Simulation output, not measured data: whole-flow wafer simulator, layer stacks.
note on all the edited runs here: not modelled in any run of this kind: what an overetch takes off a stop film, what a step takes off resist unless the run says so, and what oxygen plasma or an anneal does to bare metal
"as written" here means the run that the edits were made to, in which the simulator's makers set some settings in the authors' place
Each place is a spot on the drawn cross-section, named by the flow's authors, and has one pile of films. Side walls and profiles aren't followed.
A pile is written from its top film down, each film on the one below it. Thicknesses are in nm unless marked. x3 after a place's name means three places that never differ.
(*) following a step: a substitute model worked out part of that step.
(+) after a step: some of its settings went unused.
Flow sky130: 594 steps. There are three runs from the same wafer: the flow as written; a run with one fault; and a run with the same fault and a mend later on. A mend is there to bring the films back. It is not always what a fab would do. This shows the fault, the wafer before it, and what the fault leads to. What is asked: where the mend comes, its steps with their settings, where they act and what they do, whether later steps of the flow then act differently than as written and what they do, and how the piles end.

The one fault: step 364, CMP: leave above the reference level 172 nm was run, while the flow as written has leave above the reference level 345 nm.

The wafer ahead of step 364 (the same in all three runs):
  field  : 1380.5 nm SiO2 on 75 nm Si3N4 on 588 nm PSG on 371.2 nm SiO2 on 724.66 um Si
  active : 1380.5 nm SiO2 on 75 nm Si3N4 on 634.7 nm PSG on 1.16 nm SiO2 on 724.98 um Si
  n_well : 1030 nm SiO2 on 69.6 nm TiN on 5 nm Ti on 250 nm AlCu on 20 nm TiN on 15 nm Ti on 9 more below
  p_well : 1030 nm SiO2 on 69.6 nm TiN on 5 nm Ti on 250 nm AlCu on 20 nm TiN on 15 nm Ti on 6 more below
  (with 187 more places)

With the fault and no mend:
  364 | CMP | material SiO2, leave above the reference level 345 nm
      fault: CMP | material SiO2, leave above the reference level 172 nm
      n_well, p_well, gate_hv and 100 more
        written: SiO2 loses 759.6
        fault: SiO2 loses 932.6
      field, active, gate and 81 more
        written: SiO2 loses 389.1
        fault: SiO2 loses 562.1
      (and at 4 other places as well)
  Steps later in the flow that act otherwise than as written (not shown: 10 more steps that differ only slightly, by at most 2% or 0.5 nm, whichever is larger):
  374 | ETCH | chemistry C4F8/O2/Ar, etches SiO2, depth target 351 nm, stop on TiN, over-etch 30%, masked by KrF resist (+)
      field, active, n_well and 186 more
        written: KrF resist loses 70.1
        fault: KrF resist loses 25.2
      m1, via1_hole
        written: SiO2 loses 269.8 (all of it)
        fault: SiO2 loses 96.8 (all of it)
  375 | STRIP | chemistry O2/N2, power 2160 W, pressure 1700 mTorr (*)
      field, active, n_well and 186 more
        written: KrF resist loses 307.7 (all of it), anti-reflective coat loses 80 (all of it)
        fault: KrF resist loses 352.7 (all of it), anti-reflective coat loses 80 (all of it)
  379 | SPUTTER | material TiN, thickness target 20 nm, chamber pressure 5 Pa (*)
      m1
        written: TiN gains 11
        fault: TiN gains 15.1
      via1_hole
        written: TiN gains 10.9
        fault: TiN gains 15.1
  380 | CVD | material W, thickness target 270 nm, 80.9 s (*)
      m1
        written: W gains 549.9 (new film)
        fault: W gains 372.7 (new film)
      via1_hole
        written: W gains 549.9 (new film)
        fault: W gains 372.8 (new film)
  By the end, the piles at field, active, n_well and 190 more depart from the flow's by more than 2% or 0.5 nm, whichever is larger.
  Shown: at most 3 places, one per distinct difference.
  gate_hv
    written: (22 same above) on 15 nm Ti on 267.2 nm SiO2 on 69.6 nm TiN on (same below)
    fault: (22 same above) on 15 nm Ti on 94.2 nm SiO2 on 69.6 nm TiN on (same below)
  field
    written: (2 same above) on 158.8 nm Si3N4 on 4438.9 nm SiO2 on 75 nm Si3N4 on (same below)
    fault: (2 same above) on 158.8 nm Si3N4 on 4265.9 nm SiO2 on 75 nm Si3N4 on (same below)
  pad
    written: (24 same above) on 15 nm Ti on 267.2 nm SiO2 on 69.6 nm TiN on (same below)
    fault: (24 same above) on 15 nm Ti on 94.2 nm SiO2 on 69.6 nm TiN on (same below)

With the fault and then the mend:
  After step 364 comes the mend.
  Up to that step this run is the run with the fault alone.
  364a | HDPCVD | thickness target 173 nm (*) (the flow's step 363, run once more with other settings)
      field, active, n_well and 188 more
        SiO2 gains 173
  None of the later steps of the flow differs from how it acts as written, at any place that is followed, by more than 2% or 0.5 nm, whichever is larger.
  By the end, the piles equal the flow's at every place that both follow.
